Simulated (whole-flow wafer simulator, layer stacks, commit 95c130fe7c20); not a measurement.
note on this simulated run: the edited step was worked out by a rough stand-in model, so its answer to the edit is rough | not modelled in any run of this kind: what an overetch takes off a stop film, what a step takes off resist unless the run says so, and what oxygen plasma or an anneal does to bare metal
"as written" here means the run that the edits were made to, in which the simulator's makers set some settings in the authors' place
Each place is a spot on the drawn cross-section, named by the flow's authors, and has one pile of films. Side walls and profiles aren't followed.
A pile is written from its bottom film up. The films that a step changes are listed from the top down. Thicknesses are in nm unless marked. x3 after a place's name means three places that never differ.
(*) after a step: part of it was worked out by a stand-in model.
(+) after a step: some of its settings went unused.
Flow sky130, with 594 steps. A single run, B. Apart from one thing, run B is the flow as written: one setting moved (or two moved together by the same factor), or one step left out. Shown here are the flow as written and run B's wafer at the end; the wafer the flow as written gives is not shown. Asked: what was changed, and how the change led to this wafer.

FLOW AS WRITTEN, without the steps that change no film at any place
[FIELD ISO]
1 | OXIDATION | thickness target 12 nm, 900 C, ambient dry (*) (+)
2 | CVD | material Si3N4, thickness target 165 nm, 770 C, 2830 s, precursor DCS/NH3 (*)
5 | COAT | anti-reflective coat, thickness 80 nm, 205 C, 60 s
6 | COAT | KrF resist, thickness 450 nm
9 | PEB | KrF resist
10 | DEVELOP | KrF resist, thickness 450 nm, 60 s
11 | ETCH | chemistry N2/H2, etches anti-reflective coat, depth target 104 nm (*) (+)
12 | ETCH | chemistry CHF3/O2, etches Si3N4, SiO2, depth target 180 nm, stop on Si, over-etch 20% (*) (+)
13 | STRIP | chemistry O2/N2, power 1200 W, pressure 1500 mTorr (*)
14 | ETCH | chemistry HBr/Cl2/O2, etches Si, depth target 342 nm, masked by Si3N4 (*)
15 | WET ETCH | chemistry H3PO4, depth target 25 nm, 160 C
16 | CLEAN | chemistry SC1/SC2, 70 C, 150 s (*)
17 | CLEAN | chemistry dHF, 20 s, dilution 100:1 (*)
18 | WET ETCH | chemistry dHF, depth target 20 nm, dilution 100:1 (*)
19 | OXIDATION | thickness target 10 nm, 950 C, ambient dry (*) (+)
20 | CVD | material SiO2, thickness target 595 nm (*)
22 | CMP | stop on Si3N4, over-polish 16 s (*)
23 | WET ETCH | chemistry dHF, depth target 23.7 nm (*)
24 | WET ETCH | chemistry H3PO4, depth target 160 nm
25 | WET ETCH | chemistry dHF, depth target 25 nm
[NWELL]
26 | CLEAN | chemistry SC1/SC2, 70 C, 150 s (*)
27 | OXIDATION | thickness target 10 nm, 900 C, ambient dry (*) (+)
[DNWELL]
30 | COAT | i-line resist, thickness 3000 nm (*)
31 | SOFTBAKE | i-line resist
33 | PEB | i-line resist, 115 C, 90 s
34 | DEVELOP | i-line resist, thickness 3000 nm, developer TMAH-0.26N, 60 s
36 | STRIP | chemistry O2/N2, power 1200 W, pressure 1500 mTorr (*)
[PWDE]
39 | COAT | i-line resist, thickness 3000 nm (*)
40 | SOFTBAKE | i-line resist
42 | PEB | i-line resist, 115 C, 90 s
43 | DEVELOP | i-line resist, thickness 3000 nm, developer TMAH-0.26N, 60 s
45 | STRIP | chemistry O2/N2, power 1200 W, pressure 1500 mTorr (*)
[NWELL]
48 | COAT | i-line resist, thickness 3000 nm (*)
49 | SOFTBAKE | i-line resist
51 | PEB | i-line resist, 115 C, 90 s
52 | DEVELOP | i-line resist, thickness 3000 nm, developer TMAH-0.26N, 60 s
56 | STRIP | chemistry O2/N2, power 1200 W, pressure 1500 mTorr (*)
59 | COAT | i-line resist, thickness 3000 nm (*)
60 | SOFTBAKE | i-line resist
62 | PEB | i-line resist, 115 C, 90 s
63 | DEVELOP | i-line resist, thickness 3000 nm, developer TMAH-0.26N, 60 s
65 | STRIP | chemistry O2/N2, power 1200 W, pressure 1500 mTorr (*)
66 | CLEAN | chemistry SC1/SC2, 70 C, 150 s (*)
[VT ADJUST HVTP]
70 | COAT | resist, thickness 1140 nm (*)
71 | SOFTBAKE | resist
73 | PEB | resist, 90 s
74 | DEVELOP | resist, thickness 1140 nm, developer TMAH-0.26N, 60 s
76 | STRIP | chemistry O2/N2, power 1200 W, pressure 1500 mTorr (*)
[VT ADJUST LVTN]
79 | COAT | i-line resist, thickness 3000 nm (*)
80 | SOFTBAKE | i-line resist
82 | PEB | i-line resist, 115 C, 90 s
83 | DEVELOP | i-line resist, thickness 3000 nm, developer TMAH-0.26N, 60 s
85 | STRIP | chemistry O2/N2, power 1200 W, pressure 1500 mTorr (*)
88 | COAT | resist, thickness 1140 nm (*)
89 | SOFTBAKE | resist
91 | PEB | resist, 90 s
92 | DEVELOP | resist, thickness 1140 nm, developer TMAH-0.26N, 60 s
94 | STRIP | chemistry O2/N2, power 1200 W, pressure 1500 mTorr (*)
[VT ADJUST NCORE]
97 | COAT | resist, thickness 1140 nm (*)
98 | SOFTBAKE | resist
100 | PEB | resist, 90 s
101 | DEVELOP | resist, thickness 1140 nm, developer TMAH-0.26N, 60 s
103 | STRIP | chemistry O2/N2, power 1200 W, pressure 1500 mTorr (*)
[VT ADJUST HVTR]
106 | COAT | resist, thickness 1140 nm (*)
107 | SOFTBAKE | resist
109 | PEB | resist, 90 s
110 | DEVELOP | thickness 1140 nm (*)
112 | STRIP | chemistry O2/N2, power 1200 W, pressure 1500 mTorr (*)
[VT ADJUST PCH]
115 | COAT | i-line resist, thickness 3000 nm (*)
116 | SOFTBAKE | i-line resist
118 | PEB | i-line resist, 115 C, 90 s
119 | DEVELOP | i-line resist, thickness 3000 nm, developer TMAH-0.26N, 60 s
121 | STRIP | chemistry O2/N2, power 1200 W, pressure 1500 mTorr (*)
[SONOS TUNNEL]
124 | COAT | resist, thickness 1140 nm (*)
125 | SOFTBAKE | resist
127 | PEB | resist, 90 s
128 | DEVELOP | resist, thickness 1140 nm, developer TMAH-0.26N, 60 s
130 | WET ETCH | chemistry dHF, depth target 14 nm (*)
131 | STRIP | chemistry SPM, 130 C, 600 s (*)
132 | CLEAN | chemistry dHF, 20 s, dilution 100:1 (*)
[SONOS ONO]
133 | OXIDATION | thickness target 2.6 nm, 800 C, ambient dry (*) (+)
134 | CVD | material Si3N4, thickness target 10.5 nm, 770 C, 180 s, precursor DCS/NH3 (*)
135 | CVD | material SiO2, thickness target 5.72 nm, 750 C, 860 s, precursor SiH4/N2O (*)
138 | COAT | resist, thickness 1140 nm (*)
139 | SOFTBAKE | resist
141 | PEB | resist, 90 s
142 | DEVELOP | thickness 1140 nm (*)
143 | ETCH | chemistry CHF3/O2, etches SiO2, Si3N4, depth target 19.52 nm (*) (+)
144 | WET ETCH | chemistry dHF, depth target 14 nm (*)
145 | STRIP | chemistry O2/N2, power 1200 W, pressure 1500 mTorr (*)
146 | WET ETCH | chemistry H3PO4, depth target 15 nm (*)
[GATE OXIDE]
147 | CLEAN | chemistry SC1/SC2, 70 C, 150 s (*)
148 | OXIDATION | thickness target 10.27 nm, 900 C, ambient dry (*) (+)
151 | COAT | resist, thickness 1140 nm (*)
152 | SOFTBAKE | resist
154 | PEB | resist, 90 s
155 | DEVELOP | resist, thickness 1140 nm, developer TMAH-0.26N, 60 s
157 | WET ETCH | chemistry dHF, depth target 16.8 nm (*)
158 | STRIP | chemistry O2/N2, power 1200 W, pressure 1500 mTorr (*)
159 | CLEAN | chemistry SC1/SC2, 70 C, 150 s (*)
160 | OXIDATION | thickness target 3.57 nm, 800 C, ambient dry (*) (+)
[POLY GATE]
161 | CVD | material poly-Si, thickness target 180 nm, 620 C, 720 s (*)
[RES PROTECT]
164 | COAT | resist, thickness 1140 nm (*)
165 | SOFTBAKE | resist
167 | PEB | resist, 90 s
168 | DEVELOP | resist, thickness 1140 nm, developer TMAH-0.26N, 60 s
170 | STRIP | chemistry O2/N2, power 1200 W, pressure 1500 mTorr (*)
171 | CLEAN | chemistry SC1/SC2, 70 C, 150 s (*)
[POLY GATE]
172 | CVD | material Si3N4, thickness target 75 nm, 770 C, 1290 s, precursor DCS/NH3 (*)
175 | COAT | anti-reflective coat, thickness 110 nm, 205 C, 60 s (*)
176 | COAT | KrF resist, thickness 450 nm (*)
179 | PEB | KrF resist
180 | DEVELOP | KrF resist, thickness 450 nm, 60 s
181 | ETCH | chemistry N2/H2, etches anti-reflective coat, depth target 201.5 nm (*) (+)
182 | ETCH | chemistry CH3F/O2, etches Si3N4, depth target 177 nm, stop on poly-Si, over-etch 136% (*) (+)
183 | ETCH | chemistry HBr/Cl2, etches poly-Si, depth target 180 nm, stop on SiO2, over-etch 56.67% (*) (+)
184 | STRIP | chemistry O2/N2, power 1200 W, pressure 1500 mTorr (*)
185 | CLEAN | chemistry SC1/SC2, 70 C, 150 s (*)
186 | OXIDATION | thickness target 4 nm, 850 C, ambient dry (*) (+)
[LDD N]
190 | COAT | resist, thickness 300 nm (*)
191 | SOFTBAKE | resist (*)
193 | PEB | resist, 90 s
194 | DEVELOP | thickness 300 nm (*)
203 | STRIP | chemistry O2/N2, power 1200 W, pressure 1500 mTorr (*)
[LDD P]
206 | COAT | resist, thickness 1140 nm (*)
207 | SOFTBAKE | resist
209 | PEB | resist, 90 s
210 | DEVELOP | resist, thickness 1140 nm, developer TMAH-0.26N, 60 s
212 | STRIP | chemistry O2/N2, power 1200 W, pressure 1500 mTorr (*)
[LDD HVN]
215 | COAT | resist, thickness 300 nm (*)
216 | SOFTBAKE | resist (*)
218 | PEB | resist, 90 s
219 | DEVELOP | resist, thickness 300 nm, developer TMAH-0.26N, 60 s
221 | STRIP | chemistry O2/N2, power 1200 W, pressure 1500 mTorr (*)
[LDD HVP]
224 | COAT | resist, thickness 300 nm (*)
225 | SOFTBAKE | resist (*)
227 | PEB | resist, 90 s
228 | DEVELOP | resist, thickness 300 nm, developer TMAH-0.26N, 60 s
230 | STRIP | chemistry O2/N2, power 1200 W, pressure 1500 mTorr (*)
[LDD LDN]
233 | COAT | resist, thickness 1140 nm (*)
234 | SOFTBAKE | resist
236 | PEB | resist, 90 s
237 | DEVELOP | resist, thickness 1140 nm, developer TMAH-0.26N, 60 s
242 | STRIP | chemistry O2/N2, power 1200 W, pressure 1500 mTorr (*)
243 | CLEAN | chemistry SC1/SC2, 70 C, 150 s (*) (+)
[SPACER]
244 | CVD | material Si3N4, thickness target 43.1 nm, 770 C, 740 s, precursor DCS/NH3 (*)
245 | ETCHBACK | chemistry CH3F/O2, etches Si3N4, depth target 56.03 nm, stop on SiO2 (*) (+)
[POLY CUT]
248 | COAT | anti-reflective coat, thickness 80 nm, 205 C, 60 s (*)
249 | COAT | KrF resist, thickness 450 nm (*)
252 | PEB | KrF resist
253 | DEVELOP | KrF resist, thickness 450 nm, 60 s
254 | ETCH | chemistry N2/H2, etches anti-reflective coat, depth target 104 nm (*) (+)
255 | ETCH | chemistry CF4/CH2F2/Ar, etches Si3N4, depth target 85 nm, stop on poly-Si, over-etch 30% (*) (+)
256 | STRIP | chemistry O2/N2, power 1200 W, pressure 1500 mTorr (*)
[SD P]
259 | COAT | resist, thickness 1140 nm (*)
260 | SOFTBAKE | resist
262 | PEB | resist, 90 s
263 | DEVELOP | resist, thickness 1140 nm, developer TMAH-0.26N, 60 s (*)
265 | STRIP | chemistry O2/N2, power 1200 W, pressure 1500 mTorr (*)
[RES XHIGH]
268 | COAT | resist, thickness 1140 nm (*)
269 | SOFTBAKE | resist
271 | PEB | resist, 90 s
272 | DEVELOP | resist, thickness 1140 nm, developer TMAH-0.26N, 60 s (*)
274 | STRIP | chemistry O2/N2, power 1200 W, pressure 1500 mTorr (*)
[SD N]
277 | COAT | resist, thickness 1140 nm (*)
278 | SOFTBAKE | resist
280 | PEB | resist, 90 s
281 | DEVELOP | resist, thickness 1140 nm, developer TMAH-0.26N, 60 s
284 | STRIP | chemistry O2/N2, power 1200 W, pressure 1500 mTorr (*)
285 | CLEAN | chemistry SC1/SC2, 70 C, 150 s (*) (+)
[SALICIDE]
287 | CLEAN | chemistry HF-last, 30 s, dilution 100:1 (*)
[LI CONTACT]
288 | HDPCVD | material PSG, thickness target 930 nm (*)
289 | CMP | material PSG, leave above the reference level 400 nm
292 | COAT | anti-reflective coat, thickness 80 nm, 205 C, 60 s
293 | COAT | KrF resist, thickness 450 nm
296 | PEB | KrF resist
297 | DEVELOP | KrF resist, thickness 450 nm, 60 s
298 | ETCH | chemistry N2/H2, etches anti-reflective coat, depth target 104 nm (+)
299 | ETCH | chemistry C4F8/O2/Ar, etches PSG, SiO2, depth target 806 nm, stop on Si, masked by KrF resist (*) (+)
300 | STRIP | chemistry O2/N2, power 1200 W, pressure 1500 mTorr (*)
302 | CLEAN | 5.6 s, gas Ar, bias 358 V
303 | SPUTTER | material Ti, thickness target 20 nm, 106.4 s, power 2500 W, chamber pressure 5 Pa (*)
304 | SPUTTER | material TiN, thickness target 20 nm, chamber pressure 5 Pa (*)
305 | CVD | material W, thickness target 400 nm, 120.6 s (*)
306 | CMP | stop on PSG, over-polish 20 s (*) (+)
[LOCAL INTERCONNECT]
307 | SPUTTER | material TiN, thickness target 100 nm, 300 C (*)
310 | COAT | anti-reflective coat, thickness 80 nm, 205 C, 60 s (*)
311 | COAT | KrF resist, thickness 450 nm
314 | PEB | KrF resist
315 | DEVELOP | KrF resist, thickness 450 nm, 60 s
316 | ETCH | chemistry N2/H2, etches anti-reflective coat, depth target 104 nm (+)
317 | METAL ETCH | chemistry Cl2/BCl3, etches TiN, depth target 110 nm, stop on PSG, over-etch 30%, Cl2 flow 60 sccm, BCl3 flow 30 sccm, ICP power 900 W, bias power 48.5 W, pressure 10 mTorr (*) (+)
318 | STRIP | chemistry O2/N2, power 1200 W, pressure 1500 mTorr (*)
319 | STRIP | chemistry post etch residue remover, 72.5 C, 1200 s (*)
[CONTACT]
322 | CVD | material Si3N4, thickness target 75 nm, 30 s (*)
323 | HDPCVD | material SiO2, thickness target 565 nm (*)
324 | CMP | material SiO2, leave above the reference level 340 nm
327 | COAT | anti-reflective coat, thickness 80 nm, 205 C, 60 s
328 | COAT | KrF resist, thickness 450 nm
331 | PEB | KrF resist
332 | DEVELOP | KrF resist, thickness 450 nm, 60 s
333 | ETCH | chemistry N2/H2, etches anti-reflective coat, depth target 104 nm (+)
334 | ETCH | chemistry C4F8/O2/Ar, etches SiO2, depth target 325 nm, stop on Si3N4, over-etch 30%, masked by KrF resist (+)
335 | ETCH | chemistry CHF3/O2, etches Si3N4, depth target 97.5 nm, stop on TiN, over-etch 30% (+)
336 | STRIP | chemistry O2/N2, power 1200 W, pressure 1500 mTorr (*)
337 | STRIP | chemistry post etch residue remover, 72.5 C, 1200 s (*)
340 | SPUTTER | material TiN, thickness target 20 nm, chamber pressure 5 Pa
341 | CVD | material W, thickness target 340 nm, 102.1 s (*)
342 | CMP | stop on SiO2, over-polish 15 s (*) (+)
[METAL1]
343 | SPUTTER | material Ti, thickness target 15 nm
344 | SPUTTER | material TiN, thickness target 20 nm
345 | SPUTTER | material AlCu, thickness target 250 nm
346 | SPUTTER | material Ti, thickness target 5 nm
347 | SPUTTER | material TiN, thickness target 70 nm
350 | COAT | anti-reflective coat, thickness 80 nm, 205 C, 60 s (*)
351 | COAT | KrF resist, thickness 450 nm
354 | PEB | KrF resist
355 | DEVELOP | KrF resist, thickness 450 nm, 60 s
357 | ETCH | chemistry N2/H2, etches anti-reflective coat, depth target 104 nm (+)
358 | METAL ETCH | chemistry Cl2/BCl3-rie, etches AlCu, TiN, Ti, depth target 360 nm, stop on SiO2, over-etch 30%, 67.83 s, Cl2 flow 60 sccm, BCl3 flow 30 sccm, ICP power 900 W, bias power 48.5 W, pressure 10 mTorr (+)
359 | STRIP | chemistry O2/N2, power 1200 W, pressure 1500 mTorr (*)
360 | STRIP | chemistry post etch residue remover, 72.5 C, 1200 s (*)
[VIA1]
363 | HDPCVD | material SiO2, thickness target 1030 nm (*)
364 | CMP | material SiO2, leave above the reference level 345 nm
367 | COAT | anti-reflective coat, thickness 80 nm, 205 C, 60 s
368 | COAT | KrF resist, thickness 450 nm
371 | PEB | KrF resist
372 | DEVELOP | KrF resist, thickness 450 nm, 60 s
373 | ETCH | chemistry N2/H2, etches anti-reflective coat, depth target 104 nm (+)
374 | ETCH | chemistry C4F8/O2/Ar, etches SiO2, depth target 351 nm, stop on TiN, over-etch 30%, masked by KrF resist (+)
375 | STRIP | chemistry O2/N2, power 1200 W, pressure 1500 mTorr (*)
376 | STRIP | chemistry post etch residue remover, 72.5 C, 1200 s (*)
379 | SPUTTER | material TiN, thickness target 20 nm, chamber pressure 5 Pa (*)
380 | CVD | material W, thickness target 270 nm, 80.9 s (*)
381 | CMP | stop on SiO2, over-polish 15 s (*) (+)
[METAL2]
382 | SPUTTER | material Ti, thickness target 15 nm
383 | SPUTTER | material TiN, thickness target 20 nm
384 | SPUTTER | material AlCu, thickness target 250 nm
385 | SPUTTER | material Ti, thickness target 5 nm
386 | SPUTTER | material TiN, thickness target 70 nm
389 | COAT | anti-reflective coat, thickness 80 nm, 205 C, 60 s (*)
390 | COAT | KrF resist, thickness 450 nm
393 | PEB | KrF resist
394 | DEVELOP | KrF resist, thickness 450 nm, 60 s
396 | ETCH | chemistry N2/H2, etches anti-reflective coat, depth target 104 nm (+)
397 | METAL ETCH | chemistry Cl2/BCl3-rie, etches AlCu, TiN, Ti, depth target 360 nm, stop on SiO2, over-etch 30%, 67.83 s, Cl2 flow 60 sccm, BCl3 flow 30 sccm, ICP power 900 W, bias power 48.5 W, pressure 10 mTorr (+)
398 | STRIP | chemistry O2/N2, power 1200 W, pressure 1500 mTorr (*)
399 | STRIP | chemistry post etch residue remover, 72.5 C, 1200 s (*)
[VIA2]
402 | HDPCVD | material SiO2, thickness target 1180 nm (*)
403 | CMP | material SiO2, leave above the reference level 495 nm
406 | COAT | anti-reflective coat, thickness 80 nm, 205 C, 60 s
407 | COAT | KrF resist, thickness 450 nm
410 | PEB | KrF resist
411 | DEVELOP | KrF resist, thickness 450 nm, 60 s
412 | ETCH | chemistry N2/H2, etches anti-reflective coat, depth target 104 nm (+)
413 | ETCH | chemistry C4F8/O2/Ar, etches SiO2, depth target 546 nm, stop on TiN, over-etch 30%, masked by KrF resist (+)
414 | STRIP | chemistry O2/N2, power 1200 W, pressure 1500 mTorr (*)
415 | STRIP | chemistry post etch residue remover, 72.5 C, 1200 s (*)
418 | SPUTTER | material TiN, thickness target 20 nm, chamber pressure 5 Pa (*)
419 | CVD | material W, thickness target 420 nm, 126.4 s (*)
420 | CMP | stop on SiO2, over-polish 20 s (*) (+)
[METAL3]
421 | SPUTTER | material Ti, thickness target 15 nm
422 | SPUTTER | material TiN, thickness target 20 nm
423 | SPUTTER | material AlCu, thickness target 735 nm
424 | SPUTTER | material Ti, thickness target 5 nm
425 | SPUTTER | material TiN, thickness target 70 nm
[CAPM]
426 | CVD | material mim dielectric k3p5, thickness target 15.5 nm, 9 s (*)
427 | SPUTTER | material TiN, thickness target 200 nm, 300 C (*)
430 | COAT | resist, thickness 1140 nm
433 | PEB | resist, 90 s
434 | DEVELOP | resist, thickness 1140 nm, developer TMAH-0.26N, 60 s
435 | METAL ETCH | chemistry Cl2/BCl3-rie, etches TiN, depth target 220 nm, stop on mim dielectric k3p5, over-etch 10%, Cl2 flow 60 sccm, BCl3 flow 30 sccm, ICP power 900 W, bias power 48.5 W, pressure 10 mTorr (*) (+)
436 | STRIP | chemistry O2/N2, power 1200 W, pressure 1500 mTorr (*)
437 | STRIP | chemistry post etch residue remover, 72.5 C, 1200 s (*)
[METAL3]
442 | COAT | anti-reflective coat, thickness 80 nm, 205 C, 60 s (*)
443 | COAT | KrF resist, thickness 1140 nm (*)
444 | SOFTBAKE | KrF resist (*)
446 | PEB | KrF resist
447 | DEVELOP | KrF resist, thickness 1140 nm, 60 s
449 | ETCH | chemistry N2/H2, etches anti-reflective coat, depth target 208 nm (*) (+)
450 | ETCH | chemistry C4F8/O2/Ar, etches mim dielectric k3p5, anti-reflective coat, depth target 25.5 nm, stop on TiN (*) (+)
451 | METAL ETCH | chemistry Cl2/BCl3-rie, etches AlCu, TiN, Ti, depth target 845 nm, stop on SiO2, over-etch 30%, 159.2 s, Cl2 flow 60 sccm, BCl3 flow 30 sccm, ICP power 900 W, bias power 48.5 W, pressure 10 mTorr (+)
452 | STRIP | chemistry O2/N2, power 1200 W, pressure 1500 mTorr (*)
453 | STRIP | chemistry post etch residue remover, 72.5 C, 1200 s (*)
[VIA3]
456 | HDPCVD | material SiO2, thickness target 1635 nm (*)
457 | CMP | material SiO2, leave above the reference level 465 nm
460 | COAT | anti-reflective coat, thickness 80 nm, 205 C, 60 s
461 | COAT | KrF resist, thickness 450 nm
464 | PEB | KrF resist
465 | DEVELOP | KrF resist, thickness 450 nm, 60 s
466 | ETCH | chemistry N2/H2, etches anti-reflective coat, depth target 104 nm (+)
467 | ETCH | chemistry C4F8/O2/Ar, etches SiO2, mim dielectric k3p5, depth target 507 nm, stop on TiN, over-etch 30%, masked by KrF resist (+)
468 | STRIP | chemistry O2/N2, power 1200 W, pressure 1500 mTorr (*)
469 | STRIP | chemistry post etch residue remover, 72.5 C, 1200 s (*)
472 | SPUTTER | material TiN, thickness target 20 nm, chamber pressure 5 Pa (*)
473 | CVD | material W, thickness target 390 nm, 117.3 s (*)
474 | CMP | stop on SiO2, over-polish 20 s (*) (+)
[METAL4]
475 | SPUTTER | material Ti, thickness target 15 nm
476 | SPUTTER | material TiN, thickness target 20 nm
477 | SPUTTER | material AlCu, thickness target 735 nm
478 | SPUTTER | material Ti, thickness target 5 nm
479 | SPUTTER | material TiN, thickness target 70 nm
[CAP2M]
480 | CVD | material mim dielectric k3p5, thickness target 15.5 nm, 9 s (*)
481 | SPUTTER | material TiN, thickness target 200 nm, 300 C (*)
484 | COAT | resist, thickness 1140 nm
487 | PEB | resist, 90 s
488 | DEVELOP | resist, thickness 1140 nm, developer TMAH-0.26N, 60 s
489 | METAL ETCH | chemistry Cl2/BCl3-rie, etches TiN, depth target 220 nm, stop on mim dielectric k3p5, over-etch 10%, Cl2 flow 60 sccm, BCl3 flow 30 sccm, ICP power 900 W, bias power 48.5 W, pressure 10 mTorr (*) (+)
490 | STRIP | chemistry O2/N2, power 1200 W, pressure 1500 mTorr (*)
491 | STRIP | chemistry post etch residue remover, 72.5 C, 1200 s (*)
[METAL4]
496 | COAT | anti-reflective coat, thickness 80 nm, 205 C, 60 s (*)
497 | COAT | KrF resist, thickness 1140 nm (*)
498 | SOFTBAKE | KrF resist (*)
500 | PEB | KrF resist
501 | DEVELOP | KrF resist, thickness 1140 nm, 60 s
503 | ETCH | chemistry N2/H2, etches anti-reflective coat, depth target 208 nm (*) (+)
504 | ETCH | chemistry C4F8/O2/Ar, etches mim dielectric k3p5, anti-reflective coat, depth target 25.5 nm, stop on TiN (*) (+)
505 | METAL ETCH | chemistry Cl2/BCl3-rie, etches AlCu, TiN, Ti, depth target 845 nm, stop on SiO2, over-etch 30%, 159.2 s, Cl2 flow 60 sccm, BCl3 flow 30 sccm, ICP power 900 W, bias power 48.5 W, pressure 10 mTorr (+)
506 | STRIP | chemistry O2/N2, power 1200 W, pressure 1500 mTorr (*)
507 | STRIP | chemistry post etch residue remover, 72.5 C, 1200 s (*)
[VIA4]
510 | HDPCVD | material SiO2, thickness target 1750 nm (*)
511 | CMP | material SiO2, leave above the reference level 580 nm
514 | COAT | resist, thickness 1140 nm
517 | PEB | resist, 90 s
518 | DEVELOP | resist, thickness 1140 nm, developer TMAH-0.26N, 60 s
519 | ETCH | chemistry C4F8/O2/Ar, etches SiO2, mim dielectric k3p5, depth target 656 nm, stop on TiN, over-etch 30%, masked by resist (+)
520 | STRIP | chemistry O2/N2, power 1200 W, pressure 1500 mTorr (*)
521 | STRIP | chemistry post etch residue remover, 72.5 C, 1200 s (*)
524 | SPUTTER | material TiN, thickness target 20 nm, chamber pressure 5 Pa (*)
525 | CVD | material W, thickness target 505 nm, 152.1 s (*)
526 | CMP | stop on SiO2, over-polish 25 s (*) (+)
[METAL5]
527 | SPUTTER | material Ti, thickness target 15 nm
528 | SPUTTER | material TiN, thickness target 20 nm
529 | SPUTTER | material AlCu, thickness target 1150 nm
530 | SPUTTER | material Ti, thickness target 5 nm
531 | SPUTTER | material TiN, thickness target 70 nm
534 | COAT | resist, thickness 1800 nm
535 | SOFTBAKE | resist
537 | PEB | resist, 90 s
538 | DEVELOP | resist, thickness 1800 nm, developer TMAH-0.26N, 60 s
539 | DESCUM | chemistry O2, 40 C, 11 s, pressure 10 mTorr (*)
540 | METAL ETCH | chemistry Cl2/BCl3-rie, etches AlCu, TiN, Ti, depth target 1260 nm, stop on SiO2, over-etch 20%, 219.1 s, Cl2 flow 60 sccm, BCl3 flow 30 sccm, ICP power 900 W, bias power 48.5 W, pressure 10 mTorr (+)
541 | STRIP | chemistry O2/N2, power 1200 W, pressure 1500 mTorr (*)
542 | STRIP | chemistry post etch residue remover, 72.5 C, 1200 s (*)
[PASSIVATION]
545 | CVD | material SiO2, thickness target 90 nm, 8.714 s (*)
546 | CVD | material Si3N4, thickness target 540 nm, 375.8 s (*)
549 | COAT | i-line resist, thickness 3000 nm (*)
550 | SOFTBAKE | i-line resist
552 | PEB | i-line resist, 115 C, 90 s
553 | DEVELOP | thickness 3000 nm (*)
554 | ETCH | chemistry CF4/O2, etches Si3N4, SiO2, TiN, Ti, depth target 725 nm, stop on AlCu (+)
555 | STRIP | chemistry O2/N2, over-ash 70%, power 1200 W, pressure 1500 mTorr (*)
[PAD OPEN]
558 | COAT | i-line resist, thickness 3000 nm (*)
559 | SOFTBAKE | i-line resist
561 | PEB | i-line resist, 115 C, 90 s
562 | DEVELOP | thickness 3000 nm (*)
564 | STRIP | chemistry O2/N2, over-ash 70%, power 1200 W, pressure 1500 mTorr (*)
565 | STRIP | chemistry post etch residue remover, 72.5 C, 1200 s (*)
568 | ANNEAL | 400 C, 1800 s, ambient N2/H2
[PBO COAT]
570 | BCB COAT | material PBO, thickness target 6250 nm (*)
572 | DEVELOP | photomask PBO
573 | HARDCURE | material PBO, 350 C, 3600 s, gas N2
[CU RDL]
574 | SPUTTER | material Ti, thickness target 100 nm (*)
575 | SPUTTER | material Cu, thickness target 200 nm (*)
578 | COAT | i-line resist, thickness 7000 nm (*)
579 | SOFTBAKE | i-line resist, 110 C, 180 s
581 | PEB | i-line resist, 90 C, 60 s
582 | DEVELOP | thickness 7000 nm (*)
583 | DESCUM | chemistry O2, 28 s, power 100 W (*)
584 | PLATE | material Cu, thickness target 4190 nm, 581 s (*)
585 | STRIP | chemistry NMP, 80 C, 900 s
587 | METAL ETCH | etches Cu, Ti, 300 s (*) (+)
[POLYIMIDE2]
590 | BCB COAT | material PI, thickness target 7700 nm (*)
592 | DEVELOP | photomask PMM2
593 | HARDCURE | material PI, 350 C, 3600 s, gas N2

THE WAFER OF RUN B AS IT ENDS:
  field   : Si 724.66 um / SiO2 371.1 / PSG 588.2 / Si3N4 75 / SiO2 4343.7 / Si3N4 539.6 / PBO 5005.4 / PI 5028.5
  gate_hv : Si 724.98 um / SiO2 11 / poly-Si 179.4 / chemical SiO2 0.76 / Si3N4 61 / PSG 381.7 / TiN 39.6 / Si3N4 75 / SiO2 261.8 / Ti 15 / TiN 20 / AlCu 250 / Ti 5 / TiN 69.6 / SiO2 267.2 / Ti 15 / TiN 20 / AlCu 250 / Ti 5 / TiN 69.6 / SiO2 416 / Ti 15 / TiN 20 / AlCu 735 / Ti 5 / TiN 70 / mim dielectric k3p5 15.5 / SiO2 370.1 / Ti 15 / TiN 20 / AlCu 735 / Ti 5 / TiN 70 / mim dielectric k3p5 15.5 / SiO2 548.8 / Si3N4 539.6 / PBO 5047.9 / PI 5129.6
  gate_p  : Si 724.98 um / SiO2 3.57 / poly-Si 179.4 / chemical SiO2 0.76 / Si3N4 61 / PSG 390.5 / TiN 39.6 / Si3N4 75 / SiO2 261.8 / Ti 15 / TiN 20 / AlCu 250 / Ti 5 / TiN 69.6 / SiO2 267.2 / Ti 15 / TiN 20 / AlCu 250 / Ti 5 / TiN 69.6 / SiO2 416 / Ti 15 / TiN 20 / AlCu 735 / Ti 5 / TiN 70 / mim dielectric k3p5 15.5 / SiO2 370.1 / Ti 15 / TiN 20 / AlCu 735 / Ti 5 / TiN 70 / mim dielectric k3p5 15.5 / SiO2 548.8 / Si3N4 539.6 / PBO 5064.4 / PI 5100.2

The reason: step 307, SPUTTER: thickness target 40 nm was run, though the flow has thickness target 100 nm.

The path from the change to this, step by step:
  307 | SPUTTER | material TiN, thickness target 100 nm, 300 C (*)
      field, active, n_well and 188 more: TiN gains 40 (new film) (as written it would have been: TiN gains 100 (new film))
  317 | METAL ETCH | chemistry Cl2/BCl3, etches TiN, depth target 110 nm, stop on PSG, over-etch 30%, Cl2 flow 60 sccm, BCl3 flow 30 sccm, ICP power 900 W, bias power 48.5 W, pressure 10 mTorr (*) (+)
      n_well, p_well, gate_hv and 97 more: KrF resist loses 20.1 (as written it would have been: KrF resist loses 44)
      field, active, gate and 88 more: TiN loses 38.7 (all of it) (as written it would have been: TiN loses 98.7 (all of it))
  318 | STRIP | chemistry O2/N2, power 1200 W, pressure 1500 mTorr (*)
      n_well, p_well, gate_hv and 93 more: KrF resist loses 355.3 (all of it), anti-reflective coat loses 80 (all of it) (as written it would have been: KrF resist loses 331.4 (all of it), anti-reflective coat loses 80 (all of it))
      poly_licon, rpo_hd_licon: KrF resist loses 355.4 (all of it), anti-reflective coat loses 80.4 (all of it) (as written it would have been: KrF resist loses 331.5 (all of it), anti-reflective coat loses 80.4 (all of it))
      (also at 2 further places)
  324 | CMP | material SiO2, leave above the reference level 340 nm
      field, active, gate and 88 more: SiO2 loses 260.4 (as written it would have been: SiO2 loses 200.4)
